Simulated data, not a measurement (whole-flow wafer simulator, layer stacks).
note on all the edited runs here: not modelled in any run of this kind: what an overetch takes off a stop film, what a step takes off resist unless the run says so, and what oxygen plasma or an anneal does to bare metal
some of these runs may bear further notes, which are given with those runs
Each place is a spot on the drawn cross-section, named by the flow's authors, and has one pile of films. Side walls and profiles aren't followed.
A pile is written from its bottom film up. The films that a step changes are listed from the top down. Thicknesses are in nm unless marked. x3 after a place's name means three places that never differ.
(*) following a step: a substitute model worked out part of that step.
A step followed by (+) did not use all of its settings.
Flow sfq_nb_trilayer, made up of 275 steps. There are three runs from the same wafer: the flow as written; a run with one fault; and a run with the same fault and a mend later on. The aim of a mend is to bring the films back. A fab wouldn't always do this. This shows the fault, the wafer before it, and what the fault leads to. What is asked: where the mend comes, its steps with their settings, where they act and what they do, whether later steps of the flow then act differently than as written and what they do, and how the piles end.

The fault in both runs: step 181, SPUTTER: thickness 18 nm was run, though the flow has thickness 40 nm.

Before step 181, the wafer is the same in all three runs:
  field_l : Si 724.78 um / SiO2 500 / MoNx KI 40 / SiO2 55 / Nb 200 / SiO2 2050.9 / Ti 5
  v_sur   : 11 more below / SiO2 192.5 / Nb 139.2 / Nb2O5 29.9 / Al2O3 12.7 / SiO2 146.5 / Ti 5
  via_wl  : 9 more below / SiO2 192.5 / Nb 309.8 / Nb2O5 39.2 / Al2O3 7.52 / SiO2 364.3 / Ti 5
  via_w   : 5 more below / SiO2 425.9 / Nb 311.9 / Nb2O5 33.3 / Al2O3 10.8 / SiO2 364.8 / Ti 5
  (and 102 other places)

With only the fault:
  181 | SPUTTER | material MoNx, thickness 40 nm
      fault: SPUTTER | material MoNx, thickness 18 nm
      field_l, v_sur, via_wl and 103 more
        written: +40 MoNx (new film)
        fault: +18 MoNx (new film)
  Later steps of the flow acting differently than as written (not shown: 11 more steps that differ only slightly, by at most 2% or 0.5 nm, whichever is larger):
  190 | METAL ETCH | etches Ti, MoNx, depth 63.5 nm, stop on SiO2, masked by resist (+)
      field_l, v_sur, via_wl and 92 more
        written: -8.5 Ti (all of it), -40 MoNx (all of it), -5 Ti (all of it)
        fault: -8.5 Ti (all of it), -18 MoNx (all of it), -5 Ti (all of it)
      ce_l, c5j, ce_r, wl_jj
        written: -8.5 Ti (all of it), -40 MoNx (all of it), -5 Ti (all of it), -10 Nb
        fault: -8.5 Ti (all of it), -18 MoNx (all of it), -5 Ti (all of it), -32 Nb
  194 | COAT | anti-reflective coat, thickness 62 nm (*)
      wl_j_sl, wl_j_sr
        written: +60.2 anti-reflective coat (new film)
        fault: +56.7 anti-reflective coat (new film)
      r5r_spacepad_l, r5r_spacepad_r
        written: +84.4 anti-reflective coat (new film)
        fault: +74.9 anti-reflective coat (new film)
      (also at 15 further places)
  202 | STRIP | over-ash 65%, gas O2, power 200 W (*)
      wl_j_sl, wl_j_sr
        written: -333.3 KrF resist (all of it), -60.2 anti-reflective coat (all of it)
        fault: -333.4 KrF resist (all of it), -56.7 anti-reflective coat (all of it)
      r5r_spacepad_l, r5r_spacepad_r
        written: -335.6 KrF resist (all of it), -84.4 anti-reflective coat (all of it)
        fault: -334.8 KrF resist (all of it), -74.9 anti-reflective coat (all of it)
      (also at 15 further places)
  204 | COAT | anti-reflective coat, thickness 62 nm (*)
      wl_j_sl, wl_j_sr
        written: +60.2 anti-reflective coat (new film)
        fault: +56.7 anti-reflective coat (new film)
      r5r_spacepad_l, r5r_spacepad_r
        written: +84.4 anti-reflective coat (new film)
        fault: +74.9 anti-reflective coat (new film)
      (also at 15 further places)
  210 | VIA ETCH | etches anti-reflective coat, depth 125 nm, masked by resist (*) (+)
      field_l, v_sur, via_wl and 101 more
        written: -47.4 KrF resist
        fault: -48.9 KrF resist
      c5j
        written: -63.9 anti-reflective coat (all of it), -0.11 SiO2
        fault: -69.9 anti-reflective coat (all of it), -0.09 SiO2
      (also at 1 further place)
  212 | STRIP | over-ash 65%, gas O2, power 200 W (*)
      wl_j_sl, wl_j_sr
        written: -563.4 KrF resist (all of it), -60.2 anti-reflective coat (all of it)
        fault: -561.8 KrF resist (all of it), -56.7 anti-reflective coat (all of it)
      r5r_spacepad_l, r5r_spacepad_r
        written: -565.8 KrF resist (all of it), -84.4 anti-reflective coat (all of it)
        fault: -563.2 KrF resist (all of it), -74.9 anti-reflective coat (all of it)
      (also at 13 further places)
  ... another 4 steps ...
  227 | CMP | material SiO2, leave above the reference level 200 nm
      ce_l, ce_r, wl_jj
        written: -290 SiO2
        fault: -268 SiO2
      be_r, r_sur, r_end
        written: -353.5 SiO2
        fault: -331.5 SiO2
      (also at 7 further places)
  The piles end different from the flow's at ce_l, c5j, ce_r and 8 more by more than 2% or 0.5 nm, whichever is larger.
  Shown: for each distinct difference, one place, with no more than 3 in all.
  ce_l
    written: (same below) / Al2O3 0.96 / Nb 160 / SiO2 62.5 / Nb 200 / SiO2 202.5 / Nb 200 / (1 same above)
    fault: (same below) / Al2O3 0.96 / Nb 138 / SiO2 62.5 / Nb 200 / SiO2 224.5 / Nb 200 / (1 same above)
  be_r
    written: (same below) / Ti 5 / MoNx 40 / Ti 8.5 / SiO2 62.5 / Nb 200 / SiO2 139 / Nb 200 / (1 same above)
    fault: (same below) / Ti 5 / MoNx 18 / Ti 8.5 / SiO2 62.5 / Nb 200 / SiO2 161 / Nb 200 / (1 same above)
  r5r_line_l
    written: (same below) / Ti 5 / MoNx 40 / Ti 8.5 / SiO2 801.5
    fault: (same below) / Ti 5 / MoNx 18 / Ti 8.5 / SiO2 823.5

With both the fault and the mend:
  After step 181 comes the mend.
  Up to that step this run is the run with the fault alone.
  181a | SPUTTER | material MoNx, thickness 22 nm (the flow's step 181 again, with other settings)
      field_l, v_sur, via_wl and 103 more
        +22 MoNx
  Every later step of the flow that is run acts as written at every place that is followed.
  At every place that both follow, the piles at the end match the flow's.
